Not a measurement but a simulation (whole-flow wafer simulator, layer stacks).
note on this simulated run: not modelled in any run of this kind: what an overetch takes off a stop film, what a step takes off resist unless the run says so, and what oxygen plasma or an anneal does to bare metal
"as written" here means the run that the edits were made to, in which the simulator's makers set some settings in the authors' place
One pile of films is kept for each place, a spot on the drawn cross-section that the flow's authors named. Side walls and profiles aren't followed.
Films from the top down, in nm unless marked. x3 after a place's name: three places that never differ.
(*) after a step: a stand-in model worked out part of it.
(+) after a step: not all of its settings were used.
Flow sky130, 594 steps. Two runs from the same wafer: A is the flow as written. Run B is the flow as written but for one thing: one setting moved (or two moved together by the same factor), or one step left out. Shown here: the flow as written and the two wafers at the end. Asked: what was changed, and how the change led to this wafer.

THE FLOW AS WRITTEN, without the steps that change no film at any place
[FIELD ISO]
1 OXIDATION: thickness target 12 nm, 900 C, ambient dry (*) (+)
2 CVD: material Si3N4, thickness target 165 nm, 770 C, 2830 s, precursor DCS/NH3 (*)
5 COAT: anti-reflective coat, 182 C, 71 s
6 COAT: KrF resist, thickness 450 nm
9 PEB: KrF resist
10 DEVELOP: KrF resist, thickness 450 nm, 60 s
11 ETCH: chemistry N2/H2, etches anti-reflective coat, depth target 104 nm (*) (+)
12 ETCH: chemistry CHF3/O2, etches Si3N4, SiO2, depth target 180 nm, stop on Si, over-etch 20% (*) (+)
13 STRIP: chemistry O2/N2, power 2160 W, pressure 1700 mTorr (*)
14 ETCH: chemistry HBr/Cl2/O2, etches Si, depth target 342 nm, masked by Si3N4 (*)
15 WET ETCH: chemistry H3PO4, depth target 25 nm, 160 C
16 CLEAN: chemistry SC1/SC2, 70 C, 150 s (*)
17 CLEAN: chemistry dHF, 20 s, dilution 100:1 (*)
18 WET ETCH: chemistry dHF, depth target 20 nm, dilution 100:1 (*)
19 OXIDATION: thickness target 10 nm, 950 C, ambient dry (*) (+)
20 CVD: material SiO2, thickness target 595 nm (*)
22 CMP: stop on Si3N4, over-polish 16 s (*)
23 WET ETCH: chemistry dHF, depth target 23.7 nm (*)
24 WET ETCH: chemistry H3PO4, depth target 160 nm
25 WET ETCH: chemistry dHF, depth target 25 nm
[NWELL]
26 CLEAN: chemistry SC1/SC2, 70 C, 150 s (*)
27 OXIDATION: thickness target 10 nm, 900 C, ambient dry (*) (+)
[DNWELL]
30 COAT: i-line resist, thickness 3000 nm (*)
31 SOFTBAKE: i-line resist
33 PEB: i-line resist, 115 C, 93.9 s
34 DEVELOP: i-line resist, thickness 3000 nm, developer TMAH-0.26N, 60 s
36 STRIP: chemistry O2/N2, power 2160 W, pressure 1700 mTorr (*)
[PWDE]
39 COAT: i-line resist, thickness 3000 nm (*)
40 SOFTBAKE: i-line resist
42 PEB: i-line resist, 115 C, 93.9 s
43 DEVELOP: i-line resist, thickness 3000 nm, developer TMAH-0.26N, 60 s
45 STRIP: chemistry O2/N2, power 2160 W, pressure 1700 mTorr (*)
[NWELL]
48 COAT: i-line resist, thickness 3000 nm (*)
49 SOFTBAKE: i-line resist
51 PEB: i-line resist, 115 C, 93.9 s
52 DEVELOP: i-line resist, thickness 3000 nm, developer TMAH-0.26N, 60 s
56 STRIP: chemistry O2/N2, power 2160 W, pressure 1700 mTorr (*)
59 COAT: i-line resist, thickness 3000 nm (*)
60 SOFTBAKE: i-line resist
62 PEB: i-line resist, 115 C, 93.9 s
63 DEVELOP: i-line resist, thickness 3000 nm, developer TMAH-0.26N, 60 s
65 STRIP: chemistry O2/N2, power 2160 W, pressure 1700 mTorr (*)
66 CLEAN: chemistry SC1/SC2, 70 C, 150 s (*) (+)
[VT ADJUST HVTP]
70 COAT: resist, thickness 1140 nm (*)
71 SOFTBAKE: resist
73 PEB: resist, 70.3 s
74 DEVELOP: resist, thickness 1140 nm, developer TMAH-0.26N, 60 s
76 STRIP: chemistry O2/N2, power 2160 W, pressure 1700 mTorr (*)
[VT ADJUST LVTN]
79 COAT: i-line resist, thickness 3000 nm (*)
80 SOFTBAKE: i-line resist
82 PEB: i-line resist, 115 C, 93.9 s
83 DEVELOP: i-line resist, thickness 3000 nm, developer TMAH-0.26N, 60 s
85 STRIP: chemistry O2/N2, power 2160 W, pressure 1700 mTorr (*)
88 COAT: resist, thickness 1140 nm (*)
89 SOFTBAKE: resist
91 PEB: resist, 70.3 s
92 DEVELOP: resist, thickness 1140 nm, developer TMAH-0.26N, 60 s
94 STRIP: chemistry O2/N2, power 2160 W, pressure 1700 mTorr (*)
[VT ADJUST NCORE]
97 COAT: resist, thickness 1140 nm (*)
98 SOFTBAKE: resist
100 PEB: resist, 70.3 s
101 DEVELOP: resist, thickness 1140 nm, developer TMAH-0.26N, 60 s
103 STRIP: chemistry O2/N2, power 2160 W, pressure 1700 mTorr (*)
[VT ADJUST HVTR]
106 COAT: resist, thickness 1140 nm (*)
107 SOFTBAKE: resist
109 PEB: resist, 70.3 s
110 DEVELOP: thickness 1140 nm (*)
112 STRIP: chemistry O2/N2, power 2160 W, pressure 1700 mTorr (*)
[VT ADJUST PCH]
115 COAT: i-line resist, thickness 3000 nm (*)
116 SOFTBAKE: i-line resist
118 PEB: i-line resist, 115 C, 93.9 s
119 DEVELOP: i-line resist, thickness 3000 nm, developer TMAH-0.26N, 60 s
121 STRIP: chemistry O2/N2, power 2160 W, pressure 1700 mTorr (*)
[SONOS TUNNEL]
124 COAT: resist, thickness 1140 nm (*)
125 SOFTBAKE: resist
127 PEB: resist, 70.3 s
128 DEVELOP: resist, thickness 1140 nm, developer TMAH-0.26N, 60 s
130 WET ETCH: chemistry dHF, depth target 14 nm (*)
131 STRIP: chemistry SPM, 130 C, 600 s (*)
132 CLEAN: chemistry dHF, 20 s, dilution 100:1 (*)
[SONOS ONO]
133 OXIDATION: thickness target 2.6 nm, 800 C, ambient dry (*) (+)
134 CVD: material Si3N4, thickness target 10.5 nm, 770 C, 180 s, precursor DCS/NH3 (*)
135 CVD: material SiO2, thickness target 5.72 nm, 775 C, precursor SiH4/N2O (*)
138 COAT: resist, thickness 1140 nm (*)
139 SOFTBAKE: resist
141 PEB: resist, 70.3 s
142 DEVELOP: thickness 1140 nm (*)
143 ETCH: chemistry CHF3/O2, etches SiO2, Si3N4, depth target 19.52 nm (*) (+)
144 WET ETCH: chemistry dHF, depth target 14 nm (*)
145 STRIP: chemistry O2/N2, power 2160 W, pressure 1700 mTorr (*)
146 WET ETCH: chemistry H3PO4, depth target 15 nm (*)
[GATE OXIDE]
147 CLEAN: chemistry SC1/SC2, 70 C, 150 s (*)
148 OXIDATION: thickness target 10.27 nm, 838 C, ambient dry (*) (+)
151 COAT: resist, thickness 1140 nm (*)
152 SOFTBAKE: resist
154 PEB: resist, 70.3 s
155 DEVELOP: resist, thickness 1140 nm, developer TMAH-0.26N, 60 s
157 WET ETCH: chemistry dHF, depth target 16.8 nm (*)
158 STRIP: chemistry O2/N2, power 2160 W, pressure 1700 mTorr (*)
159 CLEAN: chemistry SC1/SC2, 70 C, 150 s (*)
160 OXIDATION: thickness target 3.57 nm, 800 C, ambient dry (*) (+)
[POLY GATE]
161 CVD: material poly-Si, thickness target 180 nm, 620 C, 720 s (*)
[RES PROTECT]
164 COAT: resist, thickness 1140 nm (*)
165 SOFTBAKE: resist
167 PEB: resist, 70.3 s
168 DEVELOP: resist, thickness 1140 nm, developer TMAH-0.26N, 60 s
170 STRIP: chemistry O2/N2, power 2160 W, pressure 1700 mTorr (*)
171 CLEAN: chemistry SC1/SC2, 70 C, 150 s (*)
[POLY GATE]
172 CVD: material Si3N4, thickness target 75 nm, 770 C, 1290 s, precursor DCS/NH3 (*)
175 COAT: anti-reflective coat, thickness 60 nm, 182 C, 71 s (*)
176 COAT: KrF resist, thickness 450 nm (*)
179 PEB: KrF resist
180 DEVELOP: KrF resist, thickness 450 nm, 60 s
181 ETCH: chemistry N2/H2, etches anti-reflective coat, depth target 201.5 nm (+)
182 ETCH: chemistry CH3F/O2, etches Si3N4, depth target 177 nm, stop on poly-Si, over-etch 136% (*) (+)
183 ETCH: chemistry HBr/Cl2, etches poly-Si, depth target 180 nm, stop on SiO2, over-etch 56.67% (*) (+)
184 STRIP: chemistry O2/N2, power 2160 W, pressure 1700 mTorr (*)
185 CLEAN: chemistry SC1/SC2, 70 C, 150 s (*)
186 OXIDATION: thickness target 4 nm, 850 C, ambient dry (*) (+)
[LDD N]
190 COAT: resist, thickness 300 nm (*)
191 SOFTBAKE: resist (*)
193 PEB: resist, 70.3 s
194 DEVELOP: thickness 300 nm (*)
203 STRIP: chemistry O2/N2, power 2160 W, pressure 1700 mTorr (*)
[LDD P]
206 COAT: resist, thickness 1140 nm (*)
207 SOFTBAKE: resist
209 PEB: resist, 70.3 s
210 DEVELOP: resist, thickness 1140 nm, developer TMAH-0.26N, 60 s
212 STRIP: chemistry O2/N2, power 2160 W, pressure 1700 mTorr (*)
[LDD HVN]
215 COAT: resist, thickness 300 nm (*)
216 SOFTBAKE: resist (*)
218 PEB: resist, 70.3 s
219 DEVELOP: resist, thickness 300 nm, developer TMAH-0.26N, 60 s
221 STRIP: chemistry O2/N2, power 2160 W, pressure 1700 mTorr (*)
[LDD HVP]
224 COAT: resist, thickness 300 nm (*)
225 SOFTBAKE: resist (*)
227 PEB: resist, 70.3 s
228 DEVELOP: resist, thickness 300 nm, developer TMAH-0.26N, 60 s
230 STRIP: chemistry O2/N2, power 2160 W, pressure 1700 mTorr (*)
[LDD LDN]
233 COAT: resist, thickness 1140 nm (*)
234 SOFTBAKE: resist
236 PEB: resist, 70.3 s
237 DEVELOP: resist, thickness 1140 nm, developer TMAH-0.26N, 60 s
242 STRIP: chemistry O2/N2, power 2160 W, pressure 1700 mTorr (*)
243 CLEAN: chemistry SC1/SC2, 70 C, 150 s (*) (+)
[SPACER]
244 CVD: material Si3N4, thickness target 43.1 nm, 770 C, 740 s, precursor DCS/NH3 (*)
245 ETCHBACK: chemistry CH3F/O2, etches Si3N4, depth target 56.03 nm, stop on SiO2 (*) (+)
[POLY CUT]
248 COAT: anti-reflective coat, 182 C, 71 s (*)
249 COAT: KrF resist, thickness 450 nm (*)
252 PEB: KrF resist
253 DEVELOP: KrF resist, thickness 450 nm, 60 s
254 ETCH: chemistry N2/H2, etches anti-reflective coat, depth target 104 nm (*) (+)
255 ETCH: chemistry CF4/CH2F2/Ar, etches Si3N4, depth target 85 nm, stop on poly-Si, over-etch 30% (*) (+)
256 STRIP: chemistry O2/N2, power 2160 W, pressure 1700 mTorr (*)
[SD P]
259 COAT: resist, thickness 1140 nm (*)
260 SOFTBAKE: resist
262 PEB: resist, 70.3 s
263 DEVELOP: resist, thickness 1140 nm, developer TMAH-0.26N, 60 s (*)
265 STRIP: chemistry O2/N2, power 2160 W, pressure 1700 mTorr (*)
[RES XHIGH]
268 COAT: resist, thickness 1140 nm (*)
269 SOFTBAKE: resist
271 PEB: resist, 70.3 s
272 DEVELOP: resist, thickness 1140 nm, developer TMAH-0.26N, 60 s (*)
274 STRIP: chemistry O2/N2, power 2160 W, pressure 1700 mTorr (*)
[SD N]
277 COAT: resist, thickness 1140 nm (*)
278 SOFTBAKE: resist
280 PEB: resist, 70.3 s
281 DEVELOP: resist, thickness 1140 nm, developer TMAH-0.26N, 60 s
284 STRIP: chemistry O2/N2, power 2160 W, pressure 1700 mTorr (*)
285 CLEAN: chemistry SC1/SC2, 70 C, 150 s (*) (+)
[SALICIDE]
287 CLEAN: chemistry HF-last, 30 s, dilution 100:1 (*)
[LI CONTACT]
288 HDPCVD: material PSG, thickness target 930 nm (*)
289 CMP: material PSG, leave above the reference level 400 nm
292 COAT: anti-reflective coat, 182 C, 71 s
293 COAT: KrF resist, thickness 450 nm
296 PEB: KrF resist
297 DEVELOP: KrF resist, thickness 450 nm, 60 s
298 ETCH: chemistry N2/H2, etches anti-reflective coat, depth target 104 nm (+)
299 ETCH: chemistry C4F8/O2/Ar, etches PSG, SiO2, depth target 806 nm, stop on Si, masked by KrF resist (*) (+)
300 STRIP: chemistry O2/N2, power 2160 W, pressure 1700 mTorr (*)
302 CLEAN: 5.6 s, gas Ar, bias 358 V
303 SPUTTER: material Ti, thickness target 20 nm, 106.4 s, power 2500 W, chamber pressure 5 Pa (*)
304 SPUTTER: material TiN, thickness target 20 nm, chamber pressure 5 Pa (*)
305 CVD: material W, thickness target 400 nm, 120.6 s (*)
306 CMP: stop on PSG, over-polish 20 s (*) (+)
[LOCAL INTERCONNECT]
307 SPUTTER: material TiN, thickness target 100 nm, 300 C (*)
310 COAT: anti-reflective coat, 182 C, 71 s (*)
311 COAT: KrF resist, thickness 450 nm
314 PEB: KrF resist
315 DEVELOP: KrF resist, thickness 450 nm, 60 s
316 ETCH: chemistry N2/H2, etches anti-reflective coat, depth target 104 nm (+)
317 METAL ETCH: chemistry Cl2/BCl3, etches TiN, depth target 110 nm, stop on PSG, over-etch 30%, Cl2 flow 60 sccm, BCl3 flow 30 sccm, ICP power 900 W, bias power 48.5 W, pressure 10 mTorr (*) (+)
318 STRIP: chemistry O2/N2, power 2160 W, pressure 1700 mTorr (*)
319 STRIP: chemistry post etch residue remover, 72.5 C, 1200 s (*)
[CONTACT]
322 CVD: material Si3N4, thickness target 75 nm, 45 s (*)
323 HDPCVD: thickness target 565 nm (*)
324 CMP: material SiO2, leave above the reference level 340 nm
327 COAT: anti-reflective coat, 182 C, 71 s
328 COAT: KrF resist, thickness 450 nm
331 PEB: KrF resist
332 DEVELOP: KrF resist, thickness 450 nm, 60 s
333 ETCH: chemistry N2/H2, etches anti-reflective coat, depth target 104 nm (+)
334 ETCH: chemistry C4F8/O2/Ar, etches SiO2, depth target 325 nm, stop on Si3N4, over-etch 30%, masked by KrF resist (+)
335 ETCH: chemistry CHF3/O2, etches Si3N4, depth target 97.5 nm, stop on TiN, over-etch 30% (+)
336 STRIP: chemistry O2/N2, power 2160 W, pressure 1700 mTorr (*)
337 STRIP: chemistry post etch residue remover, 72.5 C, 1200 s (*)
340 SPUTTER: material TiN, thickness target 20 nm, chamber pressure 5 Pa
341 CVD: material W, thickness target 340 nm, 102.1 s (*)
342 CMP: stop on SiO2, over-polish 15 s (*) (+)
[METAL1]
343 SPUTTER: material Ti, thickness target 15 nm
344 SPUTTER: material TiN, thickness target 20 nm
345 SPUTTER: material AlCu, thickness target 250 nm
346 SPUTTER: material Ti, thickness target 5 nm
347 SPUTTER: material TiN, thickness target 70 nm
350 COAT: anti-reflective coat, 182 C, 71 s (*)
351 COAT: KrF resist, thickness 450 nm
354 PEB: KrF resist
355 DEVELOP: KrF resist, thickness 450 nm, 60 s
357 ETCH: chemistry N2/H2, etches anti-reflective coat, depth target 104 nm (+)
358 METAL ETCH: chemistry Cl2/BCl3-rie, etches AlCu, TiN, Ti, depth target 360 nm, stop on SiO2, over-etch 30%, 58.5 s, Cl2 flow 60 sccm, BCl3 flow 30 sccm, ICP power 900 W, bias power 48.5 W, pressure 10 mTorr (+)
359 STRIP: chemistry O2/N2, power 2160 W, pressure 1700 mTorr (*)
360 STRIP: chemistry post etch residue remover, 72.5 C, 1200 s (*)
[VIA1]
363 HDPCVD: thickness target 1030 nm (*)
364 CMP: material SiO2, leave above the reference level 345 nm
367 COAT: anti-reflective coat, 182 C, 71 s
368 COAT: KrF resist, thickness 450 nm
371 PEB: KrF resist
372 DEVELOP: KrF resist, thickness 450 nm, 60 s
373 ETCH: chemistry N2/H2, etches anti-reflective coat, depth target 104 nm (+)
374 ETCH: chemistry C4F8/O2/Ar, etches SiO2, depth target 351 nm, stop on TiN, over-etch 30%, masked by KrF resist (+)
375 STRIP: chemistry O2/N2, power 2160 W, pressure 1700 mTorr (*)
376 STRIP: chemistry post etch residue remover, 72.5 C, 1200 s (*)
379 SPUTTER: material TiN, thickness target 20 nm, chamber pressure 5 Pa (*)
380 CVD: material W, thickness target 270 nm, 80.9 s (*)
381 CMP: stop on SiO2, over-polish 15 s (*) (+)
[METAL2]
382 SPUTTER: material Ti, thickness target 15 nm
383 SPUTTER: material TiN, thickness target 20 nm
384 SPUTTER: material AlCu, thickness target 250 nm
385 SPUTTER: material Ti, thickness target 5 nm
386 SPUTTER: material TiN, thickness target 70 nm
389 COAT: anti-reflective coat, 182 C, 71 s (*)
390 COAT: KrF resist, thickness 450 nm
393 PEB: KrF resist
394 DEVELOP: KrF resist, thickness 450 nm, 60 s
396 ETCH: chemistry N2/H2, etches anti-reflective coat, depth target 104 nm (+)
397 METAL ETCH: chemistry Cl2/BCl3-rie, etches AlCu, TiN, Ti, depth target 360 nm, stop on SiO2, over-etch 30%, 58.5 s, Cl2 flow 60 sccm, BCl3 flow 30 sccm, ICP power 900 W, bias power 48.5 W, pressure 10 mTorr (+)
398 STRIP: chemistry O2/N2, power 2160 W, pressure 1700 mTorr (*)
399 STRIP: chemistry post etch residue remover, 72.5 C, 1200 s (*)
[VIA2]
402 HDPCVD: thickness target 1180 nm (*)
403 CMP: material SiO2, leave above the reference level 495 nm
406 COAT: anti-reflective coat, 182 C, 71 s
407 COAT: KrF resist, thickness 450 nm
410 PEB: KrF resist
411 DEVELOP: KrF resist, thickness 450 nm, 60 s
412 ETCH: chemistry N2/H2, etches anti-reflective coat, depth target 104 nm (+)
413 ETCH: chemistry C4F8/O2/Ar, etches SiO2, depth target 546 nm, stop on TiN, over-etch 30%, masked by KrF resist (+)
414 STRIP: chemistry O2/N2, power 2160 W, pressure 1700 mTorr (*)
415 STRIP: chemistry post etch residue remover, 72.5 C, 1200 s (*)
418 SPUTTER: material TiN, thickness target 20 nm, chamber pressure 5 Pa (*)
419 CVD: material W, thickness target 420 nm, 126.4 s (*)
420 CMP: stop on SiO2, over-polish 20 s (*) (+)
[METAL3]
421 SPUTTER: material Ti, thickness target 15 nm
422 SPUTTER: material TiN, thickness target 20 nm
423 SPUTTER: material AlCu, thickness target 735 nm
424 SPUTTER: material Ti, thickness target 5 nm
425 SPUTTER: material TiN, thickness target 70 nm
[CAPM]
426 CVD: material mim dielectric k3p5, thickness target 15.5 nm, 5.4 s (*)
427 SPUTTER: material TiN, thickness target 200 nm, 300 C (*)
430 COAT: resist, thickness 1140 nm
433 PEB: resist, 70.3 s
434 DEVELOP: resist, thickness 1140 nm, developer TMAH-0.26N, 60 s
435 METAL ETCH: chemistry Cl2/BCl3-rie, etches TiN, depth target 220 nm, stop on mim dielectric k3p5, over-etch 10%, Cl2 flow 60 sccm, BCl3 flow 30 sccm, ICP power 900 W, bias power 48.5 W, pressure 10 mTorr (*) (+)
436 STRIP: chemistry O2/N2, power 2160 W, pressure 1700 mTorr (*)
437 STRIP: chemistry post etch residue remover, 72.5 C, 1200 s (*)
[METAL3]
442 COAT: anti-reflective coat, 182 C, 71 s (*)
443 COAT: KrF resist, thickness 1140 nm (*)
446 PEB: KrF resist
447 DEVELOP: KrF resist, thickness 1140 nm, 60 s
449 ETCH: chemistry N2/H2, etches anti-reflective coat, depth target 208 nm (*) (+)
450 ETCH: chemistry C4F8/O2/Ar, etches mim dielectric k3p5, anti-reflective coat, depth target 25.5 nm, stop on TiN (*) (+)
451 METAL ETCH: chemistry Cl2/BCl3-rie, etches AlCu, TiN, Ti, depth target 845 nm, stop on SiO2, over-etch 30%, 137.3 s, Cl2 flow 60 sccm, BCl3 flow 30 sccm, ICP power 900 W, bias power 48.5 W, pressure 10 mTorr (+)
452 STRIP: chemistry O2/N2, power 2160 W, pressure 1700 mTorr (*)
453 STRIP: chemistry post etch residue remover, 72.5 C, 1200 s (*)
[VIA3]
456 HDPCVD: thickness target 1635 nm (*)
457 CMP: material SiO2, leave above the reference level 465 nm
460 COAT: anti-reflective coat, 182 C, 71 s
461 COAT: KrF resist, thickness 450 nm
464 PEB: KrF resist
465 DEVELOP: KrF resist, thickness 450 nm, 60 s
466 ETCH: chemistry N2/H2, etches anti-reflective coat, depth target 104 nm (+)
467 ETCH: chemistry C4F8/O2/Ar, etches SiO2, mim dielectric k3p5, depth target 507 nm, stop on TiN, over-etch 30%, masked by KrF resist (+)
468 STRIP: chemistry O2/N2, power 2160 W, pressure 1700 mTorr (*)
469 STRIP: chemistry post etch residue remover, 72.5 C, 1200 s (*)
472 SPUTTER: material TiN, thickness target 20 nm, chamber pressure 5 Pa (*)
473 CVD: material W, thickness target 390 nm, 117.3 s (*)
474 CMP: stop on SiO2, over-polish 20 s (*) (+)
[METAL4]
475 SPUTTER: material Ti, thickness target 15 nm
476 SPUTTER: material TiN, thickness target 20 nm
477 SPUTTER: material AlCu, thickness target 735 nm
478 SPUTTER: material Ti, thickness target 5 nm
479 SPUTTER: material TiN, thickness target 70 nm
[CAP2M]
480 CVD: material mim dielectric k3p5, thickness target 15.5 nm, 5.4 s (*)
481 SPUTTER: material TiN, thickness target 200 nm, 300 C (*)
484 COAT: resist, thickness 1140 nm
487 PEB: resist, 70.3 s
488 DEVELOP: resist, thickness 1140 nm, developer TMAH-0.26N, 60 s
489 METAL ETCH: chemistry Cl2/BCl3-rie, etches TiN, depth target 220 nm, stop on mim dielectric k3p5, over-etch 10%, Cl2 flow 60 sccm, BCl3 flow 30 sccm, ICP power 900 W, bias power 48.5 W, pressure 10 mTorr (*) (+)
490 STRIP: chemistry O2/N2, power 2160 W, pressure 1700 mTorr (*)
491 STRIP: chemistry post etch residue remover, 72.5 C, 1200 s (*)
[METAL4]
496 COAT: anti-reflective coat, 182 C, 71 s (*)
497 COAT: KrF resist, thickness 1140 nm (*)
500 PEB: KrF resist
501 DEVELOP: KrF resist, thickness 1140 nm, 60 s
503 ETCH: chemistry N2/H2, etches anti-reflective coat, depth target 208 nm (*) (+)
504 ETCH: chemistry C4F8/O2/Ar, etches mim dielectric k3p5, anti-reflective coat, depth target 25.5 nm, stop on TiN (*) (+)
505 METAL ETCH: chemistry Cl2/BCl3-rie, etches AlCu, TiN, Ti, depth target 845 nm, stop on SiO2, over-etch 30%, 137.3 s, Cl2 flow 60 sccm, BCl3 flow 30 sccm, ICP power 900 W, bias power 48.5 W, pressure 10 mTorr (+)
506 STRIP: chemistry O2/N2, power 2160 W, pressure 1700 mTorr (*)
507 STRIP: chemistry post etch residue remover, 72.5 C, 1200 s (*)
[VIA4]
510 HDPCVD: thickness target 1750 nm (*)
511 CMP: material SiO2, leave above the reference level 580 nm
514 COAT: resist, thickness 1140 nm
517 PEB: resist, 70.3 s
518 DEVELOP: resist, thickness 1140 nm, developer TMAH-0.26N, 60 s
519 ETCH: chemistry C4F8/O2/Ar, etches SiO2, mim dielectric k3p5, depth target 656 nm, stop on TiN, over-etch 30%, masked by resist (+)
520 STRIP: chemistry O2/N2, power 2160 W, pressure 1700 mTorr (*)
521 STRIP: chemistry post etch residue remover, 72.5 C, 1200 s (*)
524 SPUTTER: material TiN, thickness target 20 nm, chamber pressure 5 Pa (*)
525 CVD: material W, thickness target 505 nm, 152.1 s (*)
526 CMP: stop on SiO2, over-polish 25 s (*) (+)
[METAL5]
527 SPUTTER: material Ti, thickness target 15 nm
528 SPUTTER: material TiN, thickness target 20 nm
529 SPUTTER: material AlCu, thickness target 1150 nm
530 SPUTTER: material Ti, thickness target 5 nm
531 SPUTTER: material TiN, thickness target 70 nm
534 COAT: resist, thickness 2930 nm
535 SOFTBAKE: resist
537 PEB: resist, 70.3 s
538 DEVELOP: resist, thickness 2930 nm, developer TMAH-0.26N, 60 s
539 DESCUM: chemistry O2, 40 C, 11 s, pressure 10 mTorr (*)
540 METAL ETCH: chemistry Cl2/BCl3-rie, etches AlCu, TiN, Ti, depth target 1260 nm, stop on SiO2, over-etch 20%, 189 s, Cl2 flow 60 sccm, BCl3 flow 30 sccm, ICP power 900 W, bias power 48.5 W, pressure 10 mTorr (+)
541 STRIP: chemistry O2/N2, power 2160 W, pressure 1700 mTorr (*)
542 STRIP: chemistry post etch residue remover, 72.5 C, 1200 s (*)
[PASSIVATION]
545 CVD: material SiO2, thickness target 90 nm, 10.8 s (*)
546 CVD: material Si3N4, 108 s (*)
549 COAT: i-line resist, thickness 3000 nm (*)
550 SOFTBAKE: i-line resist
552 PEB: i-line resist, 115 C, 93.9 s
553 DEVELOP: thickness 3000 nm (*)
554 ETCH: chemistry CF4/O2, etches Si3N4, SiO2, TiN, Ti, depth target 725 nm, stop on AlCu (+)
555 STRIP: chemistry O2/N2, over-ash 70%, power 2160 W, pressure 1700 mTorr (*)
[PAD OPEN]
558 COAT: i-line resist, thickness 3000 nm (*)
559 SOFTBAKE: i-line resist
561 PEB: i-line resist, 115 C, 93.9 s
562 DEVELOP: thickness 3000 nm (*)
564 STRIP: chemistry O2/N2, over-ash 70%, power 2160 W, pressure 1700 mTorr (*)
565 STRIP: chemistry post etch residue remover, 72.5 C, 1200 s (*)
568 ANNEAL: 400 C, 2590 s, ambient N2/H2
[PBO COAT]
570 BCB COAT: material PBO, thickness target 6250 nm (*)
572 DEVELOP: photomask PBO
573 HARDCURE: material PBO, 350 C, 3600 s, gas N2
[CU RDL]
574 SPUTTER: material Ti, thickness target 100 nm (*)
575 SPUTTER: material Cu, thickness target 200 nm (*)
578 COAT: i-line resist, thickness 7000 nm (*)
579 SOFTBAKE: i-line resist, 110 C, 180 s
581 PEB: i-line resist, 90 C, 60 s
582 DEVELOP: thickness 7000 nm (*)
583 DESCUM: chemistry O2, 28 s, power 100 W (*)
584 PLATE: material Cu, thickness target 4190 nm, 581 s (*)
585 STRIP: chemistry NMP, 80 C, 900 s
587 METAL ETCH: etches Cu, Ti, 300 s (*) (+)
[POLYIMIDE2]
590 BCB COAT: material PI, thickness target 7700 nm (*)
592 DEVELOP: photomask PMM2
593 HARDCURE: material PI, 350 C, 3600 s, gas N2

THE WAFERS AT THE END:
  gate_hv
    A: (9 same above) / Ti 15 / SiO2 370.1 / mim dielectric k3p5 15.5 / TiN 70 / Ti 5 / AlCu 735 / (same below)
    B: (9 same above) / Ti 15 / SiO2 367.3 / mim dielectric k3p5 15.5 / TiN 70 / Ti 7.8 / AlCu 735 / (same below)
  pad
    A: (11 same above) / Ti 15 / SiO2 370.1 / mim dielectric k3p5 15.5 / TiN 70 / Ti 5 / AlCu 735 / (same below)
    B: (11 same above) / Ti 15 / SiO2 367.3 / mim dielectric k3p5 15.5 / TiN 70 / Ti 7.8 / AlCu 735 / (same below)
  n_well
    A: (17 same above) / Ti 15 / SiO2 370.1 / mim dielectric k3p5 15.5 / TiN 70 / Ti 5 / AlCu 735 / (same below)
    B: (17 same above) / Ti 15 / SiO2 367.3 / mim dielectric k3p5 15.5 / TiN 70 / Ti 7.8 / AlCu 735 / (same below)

The cause: step 424, SPUTTER: thickness target 7.8 nm was run, where the flow has thickness target 5 nm.
It can be read off the wafer: gate_hv has Ti 7.8, and step 424 as written asks for 5 nm.

How the change led to this, step by step:
  424 SPUTTER: material Ti, thickness target 5 nm
      field, active, n_well and 188 more: A Ti +5 (new film) | B Ti +7.8 (new film)
  451 METAL ETCH: chemistry Cl2/BCl3-rie, etches AlCu, TiN, Ti, depth target 845 nm, stop on SiO2, over-etch 30%, 137.3 s, Cl2 flow 60 sccm, BCl3 flow 30 sccm, ICP power 900 W, bias power 48.5 W, pressure 10 mTorr (+)
      field, gate, spacer and 68 more: A TiN -70 (all of it), Ti -5 (all of it), AlCu -735 (all of it), TiN -20 (all of it), Ti -15 (all of it), SiO2 -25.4 | B TiN -70 (all of it), Ti -7.8 (all of it), AlCu -735 (all of it), TiN -20 (all of it), Ti -15 (all of it), SiO2 -25.1
      active, vpp_ln, vpp_iso2 and 11 more: A TiN -70 (all of it), Ti -5 (all of it), AlCu -735 (all of it), TiN -20 (all of it), Ti -15 (all of it), SiO2 -25.3 | B TiN -70 (all of it), Ti -7.8 (all of it), AlCu -735 (all of it), TiN -20 (all of it), Ti -15 (all of it), SiO2 -25.1
